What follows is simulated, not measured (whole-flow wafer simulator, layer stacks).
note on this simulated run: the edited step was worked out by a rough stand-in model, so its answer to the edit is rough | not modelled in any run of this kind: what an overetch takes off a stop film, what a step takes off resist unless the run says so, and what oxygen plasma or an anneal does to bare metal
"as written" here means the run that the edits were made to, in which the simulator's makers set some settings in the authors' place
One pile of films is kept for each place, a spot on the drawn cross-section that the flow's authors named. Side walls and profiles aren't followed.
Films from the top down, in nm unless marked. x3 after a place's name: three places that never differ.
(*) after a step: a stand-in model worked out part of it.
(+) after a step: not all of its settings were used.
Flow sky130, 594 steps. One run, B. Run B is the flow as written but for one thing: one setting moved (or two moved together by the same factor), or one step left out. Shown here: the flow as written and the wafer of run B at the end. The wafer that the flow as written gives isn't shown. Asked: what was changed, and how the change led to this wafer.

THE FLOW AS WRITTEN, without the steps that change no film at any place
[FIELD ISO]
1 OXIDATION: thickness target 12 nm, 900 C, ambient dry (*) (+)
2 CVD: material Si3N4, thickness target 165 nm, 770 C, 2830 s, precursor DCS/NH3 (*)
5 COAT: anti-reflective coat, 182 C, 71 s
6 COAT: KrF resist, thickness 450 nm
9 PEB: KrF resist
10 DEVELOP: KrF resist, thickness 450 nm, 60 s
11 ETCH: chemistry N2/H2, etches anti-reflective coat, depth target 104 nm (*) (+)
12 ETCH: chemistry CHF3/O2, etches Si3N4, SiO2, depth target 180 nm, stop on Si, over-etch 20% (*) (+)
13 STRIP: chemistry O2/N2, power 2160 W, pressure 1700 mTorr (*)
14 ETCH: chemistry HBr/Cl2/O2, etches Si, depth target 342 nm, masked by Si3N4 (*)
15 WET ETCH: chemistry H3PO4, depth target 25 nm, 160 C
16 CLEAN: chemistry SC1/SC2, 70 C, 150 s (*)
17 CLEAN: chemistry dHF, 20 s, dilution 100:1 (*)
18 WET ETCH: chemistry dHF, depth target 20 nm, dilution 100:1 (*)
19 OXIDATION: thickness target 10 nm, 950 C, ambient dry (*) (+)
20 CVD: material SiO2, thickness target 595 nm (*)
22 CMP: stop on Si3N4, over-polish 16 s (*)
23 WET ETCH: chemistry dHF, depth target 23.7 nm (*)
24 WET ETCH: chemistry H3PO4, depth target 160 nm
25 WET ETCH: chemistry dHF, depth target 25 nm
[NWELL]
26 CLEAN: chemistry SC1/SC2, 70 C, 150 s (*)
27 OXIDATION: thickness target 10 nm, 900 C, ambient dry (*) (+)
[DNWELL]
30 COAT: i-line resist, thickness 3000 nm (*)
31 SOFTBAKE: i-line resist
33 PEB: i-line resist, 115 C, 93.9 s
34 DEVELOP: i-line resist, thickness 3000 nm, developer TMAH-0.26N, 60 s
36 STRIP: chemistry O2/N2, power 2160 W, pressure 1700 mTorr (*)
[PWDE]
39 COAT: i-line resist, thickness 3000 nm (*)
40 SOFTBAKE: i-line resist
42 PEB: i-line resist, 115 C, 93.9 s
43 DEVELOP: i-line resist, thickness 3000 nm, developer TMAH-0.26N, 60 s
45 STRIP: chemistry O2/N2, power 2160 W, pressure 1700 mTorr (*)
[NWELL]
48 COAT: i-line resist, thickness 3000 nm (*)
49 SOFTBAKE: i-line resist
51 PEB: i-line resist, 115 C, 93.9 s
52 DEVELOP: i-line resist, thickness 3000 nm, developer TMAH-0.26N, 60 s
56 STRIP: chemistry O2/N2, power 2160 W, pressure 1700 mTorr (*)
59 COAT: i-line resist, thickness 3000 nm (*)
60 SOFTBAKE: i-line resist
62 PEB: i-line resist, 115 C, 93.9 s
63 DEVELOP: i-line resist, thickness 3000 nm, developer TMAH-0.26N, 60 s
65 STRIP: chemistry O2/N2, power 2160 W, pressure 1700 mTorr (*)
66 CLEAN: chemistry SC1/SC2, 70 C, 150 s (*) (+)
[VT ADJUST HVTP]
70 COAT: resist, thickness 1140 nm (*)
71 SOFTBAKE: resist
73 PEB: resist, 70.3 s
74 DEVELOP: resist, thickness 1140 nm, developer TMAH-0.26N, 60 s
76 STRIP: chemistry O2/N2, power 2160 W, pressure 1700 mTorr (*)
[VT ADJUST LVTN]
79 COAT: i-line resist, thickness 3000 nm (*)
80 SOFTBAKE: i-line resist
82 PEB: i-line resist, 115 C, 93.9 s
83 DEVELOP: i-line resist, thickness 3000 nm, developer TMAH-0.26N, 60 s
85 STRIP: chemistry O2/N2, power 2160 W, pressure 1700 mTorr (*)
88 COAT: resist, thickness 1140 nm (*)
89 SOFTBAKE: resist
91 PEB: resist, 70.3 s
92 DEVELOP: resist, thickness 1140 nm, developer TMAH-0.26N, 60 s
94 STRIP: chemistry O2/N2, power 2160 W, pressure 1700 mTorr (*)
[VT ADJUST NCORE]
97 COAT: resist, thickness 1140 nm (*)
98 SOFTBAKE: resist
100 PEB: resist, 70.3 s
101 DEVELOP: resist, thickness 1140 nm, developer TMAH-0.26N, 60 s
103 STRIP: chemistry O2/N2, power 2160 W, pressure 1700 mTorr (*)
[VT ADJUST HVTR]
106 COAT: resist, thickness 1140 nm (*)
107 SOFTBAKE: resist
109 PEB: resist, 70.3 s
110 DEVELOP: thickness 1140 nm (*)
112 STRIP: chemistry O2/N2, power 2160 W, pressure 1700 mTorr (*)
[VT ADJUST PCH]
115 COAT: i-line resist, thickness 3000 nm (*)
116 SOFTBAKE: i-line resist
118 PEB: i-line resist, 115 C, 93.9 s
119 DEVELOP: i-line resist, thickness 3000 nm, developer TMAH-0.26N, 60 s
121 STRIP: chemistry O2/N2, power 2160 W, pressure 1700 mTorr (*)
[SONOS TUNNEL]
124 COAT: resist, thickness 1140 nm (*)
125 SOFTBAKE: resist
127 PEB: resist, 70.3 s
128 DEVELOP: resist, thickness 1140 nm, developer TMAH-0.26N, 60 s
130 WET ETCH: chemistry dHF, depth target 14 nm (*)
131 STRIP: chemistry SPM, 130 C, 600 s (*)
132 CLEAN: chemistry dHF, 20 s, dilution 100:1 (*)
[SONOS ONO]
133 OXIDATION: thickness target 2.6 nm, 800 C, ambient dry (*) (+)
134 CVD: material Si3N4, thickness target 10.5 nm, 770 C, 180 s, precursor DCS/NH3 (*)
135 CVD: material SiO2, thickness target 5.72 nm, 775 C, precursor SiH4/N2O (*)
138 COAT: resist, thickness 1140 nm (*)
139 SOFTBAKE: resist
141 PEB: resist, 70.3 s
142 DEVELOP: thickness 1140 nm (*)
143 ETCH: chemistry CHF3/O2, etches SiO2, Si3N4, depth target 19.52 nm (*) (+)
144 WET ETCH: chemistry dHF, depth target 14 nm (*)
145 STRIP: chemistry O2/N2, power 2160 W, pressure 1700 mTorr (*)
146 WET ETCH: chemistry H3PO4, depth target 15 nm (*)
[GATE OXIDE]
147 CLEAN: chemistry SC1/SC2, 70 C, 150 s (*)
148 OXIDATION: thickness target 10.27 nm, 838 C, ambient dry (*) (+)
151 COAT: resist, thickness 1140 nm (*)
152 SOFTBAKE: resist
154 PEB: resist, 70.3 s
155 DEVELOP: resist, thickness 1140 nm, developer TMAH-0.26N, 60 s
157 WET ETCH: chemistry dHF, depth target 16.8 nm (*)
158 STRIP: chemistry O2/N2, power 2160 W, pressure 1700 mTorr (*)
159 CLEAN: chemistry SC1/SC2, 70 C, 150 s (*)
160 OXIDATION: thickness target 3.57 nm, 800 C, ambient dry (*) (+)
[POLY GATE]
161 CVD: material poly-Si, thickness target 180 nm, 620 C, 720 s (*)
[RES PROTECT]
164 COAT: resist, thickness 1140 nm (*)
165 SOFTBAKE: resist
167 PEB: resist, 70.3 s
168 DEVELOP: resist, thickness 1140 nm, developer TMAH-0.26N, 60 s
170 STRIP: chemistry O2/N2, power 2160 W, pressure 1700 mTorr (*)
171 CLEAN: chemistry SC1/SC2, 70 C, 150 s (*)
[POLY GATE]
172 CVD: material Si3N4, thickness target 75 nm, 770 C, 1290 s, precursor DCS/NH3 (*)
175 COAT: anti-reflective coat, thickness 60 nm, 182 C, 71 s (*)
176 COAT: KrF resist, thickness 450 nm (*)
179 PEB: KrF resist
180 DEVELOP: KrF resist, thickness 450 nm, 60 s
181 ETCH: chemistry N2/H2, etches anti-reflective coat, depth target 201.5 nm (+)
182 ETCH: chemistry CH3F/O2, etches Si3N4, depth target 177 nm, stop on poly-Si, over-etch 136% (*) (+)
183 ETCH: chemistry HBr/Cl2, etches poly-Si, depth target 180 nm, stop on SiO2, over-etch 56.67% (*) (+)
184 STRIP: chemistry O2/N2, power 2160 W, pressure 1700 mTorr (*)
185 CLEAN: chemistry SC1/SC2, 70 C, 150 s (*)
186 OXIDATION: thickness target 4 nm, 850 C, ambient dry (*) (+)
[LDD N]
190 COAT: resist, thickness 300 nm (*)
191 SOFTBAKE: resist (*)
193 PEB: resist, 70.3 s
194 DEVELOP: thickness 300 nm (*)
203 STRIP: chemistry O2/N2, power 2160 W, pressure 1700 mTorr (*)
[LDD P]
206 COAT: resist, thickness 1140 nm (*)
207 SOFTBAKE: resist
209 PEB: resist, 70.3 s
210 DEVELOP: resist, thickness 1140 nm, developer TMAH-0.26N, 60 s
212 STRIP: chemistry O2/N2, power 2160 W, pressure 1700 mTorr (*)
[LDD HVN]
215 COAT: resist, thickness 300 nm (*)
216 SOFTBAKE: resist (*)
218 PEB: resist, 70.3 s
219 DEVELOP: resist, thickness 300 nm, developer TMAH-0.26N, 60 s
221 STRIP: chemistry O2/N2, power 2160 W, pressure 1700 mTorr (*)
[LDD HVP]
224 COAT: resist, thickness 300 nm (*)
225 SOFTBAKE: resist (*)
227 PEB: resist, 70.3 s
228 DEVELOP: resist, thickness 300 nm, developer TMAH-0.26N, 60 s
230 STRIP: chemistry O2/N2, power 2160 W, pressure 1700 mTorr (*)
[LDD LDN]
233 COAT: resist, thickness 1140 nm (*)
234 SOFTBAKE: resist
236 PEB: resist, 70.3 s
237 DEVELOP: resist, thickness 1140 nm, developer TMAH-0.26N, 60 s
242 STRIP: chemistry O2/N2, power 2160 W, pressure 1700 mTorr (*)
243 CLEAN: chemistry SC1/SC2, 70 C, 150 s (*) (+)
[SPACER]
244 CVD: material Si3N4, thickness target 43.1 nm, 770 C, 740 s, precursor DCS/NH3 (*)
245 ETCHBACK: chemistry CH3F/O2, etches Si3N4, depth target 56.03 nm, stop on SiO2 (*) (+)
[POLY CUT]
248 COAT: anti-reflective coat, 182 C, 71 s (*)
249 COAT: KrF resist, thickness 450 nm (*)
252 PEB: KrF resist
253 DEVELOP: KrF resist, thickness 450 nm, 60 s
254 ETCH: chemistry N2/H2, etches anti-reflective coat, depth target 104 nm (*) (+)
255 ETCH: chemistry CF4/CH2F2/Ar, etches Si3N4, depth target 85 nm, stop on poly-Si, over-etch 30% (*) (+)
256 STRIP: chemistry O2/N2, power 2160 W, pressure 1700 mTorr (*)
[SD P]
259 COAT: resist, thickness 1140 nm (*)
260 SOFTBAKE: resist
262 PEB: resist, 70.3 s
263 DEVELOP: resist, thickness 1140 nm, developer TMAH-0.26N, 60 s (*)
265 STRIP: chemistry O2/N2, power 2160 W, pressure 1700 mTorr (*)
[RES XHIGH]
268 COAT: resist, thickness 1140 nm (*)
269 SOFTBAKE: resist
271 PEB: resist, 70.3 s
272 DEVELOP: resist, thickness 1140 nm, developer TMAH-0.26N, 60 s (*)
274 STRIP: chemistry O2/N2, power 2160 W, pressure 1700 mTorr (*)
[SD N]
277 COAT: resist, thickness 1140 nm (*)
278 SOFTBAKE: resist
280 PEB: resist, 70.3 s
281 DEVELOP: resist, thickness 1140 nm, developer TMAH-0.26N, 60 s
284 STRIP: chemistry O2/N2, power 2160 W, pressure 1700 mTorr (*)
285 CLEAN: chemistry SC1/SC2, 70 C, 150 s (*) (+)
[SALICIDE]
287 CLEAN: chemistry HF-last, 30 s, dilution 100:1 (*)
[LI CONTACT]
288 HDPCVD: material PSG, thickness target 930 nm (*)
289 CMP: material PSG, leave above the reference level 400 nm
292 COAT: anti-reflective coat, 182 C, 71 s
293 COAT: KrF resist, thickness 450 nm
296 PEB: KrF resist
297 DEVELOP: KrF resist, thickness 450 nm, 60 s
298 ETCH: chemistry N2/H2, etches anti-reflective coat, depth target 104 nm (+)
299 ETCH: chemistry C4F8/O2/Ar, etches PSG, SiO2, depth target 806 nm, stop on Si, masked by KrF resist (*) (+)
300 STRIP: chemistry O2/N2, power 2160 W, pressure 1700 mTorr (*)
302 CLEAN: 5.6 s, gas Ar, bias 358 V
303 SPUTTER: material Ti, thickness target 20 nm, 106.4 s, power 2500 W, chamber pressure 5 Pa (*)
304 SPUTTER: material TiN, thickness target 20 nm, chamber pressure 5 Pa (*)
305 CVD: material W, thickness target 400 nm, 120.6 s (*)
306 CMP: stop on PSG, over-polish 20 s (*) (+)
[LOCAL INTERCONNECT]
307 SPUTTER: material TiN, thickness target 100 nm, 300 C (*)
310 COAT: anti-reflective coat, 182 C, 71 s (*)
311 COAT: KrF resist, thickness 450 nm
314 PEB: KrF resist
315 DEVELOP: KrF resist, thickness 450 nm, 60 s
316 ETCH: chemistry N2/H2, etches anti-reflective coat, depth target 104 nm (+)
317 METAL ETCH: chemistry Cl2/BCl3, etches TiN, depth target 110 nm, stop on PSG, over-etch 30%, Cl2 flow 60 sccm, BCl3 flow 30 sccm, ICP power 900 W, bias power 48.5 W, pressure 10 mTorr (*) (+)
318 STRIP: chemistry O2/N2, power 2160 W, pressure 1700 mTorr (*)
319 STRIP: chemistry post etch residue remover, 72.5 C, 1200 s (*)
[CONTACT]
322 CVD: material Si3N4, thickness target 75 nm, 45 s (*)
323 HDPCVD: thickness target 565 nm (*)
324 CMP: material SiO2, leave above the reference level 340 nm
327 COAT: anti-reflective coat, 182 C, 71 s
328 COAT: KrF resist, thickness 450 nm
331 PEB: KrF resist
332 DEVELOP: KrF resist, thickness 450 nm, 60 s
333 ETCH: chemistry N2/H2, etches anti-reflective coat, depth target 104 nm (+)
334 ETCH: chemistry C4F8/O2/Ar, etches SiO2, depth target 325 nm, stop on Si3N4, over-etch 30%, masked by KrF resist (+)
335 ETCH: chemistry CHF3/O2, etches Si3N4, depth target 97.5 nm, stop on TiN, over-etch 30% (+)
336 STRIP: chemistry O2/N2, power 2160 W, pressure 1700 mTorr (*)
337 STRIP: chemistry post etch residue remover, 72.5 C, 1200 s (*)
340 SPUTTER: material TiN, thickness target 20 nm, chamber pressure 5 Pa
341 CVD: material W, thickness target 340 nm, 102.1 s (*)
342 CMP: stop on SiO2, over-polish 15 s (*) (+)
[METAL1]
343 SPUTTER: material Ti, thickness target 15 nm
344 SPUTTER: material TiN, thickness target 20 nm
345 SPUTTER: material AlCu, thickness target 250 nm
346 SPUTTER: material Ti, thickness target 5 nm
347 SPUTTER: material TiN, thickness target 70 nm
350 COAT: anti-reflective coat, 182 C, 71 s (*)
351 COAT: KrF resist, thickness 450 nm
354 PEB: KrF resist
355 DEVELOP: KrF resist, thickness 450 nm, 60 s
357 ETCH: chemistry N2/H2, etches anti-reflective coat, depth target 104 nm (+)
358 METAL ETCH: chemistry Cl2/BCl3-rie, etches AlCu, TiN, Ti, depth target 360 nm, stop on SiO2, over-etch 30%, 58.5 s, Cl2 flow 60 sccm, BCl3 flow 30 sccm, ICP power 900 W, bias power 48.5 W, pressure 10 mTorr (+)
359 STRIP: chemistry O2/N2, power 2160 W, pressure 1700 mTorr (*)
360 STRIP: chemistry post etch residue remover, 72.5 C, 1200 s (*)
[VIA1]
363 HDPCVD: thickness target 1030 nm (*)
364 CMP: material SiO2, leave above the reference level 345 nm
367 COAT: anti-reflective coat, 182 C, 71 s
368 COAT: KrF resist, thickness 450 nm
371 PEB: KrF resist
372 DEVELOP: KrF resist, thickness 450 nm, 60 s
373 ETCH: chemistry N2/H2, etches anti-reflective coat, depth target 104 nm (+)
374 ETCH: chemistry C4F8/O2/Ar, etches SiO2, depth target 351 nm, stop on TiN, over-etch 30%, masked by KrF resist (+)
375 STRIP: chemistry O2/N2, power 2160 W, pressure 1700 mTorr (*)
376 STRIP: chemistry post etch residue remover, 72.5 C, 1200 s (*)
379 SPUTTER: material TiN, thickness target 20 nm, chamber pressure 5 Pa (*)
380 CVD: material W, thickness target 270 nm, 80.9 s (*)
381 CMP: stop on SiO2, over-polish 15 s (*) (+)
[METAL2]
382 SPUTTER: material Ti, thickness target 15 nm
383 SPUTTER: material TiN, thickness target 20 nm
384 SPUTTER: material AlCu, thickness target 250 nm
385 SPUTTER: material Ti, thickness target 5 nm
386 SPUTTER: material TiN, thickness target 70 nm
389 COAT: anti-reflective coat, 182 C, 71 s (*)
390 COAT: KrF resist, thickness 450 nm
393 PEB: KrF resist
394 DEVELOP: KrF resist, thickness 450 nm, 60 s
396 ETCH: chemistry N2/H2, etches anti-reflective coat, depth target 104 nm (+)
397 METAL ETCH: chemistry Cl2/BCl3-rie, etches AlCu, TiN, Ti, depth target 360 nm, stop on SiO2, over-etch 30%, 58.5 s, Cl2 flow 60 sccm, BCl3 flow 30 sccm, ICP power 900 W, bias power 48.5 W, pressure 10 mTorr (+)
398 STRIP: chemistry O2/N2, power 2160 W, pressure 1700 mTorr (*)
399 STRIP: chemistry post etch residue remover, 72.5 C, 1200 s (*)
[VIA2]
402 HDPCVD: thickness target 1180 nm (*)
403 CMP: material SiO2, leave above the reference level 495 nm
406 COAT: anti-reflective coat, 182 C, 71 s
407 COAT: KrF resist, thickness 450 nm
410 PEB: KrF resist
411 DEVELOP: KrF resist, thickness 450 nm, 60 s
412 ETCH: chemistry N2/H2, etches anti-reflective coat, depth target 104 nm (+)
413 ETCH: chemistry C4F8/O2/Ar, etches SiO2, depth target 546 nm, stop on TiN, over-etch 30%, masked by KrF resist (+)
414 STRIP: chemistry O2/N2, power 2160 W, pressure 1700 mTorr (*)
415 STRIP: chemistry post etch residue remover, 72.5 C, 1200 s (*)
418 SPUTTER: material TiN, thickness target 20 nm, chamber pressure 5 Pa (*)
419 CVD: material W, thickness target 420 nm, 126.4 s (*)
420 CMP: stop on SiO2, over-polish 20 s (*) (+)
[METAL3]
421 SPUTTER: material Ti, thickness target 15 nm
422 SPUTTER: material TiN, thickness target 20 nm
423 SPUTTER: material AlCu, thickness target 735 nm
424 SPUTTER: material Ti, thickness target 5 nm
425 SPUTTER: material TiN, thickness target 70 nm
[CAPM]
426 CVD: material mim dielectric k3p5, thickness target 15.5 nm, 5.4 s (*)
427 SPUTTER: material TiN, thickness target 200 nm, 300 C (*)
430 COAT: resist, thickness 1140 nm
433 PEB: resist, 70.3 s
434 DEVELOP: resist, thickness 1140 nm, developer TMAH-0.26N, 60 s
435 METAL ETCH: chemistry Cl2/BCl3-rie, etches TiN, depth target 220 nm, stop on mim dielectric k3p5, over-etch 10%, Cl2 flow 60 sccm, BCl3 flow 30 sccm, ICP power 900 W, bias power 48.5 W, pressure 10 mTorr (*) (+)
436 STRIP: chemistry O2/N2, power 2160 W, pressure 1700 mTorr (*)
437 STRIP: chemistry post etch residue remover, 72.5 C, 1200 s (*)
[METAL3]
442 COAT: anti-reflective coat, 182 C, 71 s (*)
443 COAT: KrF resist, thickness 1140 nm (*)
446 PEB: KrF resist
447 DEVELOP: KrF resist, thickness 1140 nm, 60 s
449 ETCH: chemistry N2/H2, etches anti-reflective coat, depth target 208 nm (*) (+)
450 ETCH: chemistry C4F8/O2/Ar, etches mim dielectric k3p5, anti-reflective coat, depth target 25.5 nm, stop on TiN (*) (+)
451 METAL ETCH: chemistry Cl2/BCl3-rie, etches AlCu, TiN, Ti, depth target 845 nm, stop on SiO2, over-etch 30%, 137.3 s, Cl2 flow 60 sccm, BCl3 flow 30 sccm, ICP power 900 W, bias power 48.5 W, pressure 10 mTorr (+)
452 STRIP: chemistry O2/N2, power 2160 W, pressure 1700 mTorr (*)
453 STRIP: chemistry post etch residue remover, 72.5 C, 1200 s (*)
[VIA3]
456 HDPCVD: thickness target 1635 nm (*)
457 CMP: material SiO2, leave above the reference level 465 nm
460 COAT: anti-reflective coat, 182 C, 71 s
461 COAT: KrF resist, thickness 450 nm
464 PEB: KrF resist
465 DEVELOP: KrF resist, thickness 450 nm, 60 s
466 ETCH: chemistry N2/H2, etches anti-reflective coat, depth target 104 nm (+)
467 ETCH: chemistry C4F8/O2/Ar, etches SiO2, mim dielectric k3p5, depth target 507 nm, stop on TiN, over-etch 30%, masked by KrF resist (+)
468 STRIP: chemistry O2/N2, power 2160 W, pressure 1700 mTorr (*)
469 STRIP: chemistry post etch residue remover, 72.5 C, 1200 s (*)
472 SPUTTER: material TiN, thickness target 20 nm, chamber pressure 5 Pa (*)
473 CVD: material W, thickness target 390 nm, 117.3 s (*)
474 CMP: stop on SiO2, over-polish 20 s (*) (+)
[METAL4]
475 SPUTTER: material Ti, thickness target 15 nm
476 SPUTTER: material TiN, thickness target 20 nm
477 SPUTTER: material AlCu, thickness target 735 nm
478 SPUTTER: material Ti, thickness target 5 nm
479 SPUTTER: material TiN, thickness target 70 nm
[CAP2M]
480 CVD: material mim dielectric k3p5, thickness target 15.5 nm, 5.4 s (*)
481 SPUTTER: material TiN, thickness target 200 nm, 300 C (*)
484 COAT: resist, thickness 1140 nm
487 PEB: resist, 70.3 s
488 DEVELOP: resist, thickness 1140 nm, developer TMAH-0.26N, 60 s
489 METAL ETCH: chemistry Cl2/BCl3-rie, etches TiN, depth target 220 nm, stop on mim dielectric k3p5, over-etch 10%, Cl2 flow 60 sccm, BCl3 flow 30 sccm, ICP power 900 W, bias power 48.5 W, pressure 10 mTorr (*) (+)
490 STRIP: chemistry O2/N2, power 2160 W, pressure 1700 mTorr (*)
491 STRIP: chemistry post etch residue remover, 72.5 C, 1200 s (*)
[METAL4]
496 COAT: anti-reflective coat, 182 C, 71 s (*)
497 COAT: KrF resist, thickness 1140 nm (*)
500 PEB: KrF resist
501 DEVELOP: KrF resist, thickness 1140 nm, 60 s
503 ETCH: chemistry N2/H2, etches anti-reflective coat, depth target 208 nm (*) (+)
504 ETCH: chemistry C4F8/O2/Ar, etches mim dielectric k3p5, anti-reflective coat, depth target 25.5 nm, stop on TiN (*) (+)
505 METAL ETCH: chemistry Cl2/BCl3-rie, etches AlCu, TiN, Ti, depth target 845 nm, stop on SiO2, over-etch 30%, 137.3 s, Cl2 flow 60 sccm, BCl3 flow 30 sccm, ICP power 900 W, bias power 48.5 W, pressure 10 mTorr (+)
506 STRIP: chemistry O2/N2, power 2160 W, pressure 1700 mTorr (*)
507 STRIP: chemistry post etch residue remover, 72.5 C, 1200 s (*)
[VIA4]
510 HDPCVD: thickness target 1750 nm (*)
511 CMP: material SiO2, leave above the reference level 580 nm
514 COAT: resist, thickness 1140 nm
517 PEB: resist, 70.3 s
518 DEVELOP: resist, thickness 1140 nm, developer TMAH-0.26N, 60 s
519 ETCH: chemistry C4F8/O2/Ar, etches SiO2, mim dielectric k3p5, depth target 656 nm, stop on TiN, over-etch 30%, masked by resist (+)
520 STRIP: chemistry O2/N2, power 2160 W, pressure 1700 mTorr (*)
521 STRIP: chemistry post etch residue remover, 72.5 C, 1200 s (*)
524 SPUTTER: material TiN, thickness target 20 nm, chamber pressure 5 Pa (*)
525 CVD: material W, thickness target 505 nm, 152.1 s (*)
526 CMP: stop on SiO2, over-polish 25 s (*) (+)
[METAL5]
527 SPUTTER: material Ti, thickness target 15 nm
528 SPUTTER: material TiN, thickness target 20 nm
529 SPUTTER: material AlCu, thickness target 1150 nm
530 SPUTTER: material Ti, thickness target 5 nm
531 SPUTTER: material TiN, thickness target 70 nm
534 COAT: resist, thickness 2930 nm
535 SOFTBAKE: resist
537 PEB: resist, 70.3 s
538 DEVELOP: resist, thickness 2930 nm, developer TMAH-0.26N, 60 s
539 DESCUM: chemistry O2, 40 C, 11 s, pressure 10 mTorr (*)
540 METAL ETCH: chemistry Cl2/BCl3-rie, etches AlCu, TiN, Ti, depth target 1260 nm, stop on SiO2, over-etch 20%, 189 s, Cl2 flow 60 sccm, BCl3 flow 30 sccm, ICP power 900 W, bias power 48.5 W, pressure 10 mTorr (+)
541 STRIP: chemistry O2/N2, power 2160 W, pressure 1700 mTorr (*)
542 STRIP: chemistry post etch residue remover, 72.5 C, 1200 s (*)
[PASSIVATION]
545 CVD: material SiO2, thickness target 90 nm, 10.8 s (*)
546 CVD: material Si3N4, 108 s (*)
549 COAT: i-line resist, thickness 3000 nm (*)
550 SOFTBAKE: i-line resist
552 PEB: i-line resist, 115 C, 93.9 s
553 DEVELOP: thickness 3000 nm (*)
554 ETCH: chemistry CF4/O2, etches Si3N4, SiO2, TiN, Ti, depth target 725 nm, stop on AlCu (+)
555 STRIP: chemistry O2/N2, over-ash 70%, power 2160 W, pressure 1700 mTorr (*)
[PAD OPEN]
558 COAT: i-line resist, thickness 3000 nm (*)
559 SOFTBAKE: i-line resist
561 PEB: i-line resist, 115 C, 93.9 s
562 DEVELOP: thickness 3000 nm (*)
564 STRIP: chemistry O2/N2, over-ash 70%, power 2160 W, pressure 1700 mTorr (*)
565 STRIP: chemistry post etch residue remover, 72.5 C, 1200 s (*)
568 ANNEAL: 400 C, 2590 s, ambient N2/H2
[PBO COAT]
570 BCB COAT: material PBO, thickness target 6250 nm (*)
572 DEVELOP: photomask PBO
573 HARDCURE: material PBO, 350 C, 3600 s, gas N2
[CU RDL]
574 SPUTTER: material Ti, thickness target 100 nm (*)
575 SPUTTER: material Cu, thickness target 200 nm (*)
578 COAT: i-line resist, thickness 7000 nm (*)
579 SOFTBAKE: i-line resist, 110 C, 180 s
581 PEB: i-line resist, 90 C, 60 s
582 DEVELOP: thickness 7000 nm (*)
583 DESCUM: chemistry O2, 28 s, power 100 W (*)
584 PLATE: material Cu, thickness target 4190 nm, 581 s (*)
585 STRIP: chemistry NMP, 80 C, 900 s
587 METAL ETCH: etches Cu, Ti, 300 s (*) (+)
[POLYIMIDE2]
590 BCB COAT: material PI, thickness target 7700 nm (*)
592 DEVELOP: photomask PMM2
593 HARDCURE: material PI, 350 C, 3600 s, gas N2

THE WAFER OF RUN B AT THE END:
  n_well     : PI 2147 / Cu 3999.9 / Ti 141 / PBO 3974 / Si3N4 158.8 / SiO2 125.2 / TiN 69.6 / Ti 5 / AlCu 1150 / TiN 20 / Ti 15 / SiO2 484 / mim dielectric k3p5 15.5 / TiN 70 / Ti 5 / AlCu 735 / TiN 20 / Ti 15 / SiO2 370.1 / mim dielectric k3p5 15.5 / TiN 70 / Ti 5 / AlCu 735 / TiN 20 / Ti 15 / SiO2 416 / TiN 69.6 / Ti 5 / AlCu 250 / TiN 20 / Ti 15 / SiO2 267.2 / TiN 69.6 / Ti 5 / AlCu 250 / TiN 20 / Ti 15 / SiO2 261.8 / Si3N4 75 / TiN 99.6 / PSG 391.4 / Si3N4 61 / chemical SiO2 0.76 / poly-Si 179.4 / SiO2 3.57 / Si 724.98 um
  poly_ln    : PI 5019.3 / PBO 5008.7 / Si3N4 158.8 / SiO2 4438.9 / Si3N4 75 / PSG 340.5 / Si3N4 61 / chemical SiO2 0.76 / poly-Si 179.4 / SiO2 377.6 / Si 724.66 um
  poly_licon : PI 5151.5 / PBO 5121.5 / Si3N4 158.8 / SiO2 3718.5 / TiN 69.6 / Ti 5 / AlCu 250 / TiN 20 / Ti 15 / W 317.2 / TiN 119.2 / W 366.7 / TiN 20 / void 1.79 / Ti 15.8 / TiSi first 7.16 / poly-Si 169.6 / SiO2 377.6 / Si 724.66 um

The cause: step 574, SPUTTER: thickness target 141 nm was run, where the flow has thickness target 100 nm.
It can be read off the wafer: n_well has Ti 141, and step 574 as written asks for 100 nm.

How the change led to this, step by step:
  574 SPUTTER: material Ti, thickness target 100 nm (*)
      field, active, n_well and 190 more: Ti +141 (new film) (as written it would be: Ti +100 (new film))
  587 METAL ETCH: etches Cu, Ti, 300 s (*) (+)
      field, active, gate and 167 more: Cu -200 (all of it), Ti -141 (all of it) (as written it would be: Cu -200 (all of it), Ti -100 (all of it))
  590 BCB COAT: material PI, thickness target 7700 nm (*)
      de16_gate_nw: PI +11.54 um (new film) (as written it would be: PI +11.5 um (new film))
